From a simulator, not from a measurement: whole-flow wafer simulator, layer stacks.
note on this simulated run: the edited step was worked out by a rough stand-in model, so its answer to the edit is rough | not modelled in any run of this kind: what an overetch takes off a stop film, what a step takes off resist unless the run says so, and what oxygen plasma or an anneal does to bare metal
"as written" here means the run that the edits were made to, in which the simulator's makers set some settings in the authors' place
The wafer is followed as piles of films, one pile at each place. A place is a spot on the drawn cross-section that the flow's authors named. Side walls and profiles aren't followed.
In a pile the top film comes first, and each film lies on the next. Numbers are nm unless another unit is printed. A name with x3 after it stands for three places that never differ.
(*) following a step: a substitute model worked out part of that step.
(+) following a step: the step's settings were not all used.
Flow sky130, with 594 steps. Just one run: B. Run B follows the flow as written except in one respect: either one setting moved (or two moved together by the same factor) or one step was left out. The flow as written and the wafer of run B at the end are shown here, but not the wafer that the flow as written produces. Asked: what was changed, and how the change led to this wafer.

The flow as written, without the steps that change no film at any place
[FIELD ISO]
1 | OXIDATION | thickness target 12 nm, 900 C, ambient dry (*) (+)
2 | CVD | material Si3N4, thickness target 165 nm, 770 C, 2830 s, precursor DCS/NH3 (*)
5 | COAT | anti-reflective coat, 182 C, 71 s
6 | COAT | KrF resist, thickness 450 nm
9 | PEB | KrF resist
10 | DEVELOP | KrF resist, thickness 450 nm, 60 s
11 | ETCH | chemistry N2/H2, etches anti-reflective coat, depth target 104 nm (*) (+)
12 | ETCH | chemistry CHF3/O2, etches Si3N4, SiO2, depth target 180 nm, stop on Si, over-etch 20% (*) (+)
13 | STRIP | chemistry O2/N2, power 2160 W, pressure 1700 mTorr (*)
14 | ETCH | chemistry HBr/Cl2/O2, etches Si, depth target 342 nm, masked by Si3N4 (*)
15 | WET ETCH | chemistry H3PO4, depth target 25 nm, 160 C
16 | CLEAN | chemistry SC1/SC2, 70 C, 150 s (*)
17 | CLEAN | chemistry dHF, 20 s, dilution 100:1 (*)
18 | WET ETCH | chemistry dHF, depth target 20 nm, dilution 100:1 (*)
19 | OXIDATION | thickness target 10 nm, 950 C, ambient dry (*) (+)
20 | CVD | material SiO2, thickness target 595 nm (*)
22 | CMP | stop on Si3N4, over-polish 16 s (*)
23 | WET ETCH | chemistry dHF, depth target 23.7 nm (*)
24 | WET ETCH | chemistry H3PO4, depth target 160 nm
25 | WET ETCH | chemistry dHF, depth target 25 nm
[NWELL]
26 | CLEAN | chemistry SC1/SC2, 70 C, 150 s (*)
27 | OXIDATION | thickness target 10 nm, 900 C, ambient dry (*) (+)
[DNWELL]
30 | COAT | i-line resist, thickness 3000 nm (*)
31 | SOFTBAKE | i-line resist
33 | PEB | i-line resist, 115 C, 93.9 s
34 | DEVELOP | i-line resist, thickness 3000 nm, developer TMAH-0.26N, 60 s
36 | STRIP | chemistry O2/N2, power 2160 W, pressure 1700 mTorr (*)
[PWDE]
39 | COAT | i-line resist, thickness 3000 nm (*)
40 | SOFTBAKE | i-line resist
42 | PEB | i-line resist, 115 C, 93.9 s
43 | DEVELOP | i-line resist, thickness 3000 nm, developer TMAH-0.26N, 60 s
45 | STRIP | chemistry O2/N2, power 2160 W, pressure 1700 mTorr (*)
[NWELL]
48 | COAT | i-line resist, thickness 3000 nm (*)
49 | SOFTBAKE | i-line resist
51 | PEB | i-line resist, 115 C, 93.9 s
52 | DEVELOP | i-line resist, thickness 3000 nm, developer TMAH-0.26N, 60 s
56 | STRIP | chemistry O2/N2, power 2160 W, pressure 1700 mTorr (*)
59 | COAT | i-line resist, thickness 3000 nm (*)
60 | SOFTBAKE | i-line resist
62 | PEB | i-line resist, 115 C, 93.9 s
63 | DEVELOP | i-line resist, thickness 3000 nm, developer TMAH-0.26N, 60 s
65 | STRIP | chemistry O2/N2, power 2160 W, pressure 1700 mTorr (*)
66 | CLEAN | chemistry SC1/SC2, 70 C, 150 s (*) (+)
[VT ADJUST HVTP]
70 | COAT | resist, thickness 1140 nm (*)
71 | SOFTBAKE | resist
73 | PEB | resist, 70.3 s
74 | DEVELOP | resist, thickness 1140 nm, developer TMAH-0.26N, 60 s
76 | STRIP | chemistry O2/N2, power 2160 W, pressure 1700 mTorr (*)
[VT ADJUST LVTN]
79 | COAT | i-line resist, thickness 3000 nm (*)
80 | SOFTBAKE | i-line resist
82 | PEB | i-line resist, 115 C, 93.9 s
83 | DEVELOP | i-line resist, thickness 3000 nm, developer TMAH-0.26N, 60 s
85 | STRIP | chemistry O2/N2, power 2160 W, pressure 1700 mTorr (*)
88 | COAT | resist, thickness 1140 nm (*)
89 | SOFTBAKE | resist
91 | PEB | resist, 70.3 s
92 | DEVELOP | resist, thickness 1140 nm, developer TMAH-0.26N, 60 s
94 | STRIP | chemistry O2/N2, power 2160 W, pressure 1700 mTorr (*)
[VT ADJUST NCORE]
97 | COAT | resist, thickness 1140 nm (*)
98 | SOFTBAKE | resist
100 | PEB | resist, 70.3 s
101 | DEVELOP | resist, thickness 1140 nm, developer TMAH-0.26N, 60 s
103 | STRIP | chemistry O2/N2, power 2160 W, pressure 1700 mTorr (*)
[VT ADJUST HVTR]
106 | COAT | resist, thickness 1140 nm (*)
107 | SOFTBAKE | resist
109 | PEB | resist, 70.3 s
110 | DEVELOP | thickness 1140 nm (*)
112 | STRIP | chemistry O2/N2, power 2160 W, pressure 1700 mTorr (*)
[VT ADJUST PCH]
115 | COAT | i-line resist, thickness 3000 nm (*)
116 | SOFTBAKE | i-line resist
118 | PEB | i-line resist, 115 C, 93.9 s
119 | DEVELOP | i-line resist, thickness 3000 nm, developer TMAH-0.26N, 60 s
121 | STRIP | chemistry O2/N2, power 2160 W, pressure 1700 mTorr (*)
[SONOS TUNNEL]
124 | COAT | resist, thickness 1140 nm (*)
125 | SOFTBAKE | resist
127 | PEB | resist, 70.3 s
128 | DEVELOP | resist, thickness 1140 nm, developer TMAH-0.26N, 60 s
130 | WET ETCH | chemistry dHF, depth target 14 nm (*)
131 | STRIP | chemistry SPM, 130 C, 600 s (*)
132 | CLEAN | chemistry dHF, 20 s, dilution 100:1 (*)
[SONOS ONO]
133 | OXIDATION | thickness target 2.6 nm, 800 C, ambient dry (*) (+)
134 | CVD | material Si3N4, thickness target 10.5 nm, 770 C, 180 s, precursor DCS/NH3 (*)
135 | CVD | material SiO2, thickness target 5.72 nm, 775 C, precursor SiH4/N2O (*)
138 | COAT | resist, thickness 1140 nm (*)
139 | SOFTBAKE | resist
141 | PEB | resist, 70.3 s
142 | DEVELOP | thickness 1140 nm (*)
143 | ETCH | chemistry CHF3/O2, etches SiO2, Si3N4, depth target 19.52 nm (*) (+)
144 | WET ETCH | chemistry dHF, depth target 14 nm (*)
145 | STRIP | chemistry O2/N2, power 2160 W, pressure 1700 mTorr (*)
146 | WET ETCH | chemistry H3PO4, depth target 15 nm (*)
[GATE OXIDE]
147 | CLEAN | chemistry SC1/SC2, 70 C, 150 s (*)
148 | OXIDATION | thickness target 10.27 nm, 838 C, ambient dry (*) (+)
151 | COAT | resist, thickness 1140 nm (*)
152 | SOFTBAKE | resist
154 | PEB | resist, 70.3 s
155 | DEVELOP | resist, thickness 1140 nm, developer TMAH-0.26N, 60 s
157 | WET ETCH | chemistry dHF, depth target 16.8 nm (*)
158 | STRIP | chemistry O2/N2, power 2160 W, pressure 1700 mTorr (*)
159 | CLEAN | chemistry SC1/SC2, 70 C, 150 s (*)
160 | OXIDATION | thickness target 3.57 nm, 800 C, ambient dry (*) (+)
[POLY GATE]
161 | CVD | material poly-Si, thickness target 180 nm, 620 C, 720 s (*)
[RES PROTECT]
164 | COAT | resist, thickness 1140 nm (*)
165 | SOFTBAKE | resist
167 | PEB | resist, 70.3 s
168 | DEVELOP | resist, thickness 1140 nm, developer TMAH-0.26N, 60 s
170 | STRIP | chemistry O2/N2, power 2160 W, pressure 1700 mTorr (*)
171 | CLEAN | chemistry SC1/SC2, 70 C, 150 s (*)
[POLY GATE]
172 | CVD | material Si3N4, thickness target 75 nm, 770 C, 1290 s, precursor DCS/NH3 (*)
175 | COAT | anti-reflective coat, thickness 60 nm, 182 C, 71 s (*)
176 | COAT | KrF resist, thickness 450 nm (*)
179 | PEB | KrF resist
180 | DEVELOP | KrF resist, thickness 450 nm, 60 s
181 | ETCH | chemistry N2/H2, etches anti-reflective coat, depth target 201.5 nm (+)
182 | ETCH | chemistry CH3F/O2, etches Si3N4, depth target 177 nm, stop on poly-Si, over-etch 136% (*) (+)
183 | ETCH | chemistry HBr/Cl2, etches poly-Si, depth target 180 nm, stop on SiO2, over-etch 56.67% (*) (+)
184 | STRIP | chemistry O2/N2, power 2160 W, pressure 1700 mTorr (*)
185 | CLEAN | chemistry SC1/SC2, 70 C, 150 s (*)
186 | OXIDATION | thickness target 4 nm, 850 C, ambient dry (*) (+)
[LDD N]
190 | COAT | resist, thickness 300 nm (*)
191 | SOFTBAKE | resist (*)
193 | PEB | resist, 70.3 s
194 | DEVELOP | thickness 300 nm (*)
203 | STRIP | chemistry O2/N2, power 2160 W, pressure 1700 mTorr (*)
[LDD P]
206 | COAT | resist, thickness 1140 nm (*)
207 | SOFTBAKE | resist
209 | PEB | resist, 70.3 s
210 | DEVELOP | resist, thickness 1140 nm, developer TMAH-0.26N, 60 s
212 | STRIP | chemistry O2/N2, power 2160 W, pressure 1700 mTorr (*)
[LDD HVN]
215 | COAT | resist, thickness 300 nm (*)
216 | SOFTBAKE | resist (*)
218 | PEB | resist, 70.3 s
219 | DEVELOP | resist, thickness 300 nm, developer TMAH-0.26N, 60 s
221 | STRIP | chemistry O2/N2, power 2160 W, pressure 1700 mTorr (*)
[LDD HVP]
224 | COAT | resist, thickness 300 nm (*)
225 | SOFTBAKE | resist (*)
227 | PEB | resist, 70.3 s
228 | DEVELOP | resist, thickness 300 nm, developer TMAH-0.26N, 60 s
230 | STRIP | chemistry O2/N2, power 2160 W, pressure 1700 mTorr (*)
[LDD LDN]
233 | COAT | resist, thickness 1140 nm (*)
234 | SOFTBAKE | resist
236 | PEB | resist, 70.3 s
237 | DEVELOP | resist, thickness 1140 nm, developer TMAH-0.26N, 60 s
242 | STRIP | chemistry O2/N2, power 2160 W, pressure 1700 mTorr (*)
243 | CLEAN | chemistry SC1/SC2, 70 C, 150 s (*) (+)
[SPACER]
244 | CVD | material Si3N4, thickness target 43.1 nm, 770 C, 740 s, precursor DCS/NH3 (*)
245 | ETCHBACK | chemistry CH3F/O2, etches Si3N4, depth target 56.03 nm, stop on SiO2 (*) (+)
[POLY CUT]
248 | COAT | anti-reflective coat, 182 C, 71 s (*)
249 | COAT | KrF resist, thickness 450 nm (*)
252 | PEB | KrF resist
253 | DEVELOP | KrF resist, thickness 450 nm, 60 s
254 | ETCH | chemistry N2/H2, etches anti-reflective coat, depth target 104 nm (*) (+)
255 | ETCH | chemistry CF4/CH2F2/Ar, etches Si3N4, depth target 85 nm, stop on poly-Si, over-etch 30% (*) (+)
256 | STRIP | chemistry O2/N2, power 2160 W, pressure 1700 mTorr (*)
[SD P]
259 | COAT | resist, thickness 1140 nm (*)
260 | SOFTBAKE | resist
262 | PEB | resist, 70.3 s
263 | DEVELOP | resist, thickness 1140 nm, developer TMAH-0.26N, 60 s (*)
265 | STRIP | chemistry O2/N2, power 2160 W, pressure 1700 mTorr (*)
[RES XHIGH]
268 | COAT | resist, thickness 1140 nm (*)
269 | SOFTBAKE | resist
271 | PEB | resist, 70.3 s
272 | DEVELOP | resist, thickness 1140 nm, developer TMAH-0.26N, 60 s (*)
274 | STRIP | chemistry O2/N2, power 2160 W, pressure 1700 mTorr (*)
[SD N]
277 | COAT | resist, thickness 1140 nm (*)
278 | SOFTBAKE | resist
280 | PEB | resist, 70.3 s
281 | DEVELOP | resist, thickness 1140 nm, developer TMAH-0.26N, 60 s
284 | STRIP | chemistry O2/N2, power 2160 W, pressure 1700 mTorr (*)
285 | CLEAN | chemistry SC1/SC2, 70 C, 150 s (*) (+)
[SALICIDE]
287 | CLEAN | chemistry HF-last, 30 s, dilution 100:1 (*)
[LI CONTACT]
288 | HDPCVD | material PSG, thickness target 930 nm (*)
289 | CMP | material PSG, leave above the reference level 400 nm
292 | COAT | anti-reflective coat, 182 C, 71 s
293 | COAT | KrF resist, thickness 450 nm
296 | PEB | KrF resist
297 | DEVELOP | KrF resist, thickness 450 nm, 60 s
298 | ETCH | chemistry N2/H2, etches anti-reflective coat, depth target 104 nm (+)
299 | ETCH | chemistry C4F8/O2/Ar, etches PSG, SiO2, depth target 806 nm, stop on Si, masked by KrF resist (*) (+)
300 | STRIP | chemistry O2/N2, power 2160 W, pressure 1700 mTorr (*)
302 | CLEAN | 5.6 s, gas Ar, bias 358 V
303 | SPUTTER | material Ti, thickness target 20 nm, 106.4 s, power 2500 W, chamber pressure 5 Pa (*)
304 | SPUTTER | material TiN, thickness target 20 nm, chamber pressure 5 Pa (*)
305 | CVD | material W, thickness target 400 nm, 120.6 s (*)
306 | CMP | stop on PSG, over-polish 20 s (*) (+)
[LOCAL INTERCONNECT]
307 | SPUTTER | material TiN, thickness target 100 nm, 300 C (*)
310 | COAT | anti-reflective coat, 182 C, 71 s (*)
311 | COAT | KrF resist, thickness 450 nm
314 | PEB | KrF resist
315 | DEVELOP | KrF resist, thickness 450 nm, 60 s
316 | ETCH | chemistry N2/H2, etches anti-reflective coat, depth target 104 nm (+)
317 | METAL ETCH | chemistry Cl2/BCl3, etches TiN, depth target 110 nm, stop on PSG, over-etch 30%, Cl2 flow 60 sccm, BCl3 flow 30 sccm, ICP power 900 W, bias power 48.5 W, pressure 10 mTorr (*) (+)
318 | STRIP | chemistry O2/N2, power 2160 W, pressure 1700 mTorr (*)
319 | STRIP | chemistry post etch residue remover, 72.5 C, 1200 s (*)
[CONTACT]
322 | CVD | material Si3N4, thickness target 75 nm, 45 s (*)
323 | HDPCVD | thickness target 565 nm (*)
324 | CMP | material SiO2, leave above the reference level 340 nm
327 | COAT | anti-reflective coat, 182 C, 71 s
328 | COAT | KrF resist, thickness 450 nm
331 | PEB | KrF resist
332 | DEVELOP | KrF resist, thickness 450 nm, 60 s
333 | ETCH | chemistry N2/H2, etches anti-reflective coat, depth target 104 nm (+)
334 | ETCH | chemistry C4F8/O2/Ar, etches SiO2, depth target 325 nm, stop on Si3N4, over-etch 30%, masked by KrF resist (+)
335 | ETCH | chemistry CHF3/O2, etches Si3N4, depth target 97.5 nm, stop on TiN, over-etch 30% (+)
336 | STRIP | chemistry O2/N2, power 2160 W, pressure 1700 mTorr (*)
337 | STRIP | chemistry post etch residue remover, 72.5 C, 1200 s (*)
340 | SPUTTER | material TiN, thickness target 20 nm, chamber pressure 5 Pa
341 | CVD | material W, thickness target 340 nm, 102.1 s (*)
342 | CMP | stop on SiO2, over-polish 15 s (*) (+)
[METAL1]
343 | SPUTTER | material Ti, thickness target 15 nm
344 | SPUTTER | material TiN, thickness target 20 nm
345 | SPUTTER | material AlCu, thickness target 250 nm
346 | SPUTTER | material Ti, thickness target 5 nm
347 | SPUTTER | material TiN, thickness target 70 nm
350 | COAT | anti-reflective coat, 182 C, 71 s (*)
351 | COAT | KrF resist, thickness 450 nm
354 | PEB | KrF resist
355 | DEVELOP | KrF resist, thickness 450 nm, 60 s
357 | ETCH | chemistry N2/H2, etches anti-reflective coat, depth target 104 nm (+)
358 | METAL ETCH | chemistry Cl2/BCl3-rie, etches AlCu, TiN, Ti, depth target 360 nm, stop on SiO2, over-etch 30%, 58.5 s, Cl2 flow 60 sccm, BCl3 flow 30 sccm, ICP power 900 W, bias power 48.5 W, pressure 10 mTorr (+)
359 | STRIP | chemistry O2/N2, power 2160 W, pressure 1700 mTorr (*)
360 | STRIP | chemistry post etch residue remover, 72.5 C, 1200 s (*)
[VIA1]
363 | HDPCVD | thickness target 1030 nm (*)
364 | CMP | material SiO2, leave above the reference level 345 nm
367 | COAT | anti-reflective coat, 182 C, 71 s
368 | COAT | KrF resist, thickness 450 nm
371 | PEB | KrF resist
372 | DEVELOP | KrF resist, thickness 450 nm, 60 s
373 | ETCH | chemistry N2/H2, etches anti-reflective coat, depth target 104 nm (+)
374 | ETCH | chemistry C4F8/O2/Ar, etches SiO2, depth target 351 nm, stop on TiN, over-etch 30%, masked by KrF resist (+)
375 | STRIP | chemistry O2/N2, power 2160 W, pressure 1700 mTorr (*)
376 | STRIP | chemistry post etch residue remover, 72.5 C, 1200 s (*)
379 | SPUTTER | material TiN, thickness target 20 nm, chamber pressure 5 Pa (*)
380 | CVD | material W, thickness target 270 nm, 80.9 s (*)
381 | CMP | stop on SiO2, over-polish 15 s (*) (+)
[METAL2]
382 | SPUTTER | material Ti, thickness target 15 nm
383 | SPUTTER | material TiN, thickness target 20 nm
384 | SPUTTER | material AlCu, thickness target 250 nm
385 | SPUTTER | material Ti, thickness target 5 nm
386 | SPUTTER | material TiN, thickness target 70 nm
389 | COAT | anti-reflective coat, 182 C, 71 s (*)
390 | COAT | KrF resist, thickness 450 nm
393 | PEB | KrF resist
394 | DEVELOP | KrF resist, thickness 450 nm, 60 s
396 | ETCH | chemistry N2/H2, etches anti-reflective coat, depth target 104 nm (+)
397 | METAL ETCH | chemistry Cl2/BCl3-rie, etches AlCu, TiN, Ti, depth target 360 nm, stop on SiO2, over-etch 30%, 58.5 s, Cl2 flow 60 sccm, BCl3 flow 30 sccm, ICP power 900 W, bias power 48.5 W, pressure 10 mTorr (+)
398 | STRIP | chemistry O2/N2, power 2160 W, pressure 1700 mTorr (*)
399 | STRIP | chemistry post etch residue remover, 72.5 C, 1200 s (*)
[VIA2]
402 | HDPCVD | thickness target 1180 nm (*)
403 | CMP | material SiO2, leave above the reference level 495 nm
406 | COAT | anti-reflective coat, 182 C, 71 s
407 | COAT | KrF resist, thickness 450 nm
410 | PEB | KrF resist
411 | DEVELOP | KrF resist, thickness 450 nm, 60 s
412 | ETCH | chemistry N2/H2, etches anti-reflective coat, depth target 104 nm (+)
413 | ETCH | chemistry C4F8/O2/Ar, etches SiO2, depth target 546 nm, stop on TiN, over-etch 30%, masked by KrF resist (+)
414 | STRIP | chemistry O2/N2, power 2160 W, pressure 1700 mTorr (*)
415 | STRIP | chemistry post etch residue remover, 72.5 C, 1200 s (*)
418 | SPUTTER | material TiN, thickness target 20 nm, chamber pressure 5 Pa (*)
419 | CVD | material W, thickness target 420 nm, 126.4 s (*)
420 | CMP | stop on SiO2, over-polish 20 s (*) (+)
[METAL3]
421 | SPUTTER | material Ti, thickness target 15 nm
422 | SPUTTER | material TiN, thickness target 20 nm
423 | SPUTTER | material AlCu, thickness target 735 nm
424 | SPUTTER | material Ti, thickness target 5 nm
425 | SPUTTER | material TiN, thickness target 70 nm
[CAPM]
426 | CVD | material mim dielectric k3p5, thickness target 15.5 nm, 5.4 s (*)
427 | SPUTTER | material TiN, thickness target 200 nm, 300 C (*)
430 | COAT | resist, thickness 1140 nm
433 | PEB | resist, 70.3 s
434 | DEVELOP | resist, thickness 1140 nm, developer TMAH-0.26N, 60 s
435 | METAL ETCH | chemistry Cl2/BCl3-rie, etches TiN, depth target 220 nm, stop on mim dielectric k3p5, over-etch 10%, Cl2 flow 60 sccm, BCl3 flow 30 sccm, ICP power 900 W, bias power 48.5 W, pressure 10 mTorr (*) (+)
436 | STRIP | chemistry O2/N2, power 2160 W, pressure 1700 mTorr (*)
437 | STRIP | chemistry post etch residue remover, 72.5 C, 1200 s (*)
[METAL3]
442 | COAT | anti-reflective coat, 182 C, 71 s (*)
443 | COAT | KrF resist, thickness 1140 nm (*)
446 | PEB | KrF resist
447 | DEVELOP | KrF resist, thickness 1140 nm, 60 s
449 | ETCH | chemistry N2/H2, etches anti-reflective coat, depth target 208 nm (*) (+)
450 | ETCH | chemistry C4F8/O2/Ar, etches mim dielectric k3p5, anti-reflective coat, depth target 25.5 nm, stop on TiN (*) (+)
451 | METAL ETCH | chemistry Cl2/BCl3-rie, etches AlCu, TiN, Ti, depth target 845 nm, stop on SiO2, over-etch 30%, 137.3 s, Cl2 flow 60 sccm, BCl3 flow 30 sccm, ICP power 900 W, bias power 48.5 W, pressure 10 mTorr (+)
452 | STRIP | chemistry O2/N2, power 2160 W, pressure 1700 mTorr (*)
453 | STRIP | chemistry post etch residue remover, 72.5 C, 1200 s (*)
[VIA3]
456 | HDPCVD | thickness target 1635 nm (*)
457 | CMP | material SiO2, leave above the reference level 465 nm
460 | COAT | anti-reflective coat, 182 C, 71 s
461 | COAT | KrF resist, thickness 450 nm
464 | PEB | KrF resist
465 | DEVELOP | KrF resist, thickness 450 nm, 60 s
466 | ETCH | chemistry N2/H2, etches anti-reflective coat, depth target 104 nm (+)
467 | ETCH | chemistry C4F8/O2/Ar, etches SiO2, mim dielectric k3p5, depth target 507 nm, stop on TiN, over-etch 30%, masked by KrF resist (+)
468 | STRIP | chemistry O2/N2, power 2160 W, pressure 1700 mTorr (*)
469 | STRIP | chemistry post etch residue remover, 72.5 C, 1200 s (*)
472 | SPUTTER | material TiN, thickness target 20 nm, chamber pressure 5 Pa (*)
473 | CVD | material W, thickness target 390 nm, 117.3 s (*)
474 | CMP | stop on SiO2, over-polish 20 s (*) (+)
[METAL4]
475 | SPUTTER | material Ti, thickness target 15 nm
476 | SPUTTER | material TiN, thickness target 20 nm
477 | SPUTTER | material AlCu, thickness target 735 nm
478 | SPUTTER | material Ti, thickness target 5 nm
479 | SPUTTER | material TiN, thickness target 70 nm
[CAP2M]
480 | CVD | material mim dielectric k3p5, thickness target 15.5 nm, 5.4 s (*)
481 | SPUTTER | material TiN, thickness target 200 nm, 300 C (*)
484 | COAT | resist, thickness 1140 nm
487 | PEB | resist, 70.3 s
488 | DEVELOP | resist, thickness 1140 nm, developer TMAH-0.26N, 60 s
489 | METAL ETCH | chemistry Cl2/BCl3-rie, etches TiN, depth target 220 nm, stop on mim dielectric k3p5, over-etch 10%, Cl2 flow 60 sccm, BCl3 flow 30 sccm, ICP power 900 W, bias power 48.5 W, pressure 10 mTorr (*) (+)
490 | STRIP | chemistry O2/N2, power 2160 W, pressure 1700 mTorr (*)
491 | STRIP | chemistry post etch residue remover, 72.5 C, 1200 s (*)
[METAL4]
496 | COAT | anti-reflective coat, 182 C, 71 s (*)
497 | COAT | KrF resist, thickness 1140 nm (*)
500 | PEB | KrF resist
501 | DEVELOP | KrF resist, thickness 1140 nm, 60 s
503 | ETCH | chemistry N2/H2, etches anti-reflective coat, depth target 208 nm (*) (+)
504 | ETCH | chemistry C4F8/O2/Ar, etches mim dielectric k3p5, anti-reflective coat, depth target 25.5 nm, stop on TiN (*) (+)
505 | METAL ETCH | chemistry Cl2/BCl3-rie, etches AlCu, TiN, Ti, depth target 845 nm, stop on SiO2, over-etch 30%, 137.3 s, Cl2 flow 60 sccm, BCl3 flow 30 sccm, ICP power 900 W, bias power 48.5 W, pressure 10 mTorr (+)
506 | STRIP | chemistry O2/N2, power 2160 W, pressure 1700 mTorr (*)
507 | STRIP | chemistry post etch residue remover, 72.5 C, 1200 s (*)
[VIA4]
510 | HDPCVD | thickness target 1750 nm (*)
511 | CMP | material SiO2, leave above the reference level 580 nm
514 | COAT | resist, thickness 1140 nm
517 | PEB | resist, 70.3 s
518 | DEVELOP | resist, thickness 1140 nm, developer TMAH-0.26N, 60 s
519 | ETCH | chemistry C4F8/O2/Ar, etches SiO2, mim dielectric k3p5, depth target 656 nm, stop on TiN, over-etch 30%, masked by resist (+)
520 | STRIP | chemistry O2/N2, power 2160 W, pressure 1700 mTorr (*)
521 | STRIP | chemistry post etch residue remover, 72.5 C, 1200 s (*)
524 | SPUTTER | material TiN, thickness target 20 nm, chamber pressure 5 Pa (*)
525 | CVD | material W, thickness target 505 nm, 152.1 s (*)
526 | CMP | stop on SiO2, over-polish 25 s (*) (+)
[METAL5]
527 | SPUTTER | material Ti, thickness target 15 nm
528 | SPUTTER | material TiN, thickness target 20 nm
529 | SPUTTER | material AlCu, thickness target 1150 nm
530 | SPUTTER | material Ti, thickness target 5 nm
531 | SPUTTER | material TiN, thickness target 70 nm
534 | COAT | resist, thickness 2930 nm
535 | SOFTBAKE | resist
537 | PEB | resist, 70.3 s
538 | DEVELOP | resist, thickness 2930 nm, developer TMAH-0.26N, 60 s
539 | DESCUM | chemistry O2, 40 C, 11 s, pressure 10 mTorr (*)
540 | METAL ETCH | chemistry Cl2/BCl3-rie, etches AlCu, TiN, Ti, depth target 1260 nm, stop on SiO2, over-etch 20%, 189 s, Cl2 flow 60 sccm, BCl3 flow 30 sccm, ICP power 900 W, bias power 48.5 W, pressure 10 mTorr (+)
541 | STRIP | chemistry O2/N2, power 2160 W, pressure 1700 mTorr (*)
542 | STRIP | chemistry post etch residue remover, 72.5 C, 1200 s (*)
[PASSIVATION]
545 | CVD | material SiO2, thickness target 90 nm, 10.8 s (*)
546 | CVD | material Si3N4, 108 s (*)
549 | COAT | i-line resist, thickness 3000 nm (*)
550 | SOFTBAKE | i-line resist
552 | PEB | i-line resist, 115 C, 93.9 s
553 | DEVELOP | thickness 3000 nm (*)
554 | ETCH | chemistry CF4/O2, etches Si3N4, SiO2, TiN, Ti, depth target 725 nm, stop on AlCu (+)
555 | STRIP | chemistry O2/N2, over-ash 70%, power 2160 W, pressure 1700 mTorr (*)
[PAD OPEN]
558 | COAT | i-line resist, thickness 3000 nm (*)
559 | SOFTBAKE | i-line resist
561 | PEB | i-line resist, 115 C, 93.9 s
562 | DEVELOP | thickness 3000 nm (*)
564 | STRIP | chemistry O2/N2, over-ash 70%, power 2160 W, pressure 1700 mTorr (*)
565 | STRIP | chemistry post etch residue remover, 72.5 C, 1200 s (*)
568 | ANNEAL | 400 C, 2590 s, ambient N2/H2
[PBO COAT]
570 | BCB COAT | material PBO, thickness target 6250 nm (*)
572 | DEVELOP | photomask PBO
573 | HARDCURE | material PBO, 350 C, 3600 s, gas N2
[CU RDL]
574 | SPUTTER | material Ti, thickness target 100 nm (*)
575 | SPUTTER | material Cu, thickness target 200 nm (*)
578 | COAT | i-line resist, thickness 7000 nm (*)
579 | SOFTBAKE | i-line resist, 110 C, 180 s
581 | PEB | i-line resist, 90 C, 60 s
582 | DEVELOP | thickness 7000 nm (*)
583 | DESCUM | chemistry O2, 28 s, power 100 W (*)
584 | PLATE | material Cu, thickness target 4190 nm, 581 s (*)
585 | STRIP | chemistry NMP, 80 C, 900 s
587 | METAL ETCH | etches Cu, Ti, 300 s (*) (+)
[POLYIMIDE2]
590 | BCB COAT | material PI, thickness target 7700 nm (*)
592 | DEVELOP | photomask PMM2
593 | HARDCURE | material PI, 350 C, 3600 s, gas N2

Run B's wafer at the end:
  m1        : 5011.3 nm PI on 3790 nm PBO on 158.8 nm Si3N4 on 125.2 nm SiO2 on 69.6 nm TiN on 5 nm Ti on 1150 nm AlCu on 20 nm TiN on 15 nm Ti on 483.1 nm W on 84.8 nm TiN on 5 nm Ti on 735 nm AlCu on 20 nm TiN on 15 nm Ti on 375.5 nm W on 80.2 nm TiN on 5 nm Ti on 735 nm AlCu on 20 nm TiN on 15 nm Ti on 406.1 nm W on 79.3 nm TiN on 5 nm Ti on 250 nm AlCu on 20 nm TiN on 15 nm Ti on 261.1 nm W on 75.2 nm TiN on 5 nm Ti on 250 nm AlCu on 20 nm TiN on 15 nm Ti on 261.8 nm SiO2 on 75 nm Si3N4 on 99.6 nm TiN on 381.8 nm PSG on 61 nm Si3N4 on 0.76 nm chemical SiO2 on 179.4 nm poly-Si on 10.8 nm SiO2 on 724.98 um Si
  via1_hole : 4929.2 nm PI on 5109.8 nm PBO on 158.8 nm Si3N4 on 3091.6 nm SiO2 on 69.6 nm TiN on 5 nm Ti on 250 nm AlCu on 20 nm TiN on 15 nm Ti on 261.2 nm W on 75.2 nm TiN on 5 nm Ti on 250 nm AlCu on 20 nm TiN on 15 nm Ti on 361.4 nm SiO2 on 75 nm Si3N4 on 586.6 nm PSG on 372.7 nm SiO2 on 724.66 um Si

What caused this: step 379, SPUTTER: thickness target 11 nm was run, though the flow has thickness target 20 nm.

Step by step, how the change led to this:
  379 | SPUTTER | material TiN, thickness target 20 nm, chamber pressure 5 Pa (*)
      field, active, n_well and 186 more: TiN gains 11 (new film) (as written it would have been: TiN gains 20 (new film))
      m1: TiN gains 6.05 (as written it would have been: TiN gains 11)
      (as well as at 1 more place)
  381 | CMP | stop on SiO2, over-polish 15 s (*) (+)
      field, active, n_well and 186 more: W loses 270 (all of it), TiN loses 11 (all of it), SiO2 loses 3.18 (as written it would have been: W loses 270 (all of it), TiN loses 20 (all of it), SiO2 loses 3.18)
      m1, via1_hole: W loses 284.6 (as written it would have been: W loses 293.6)
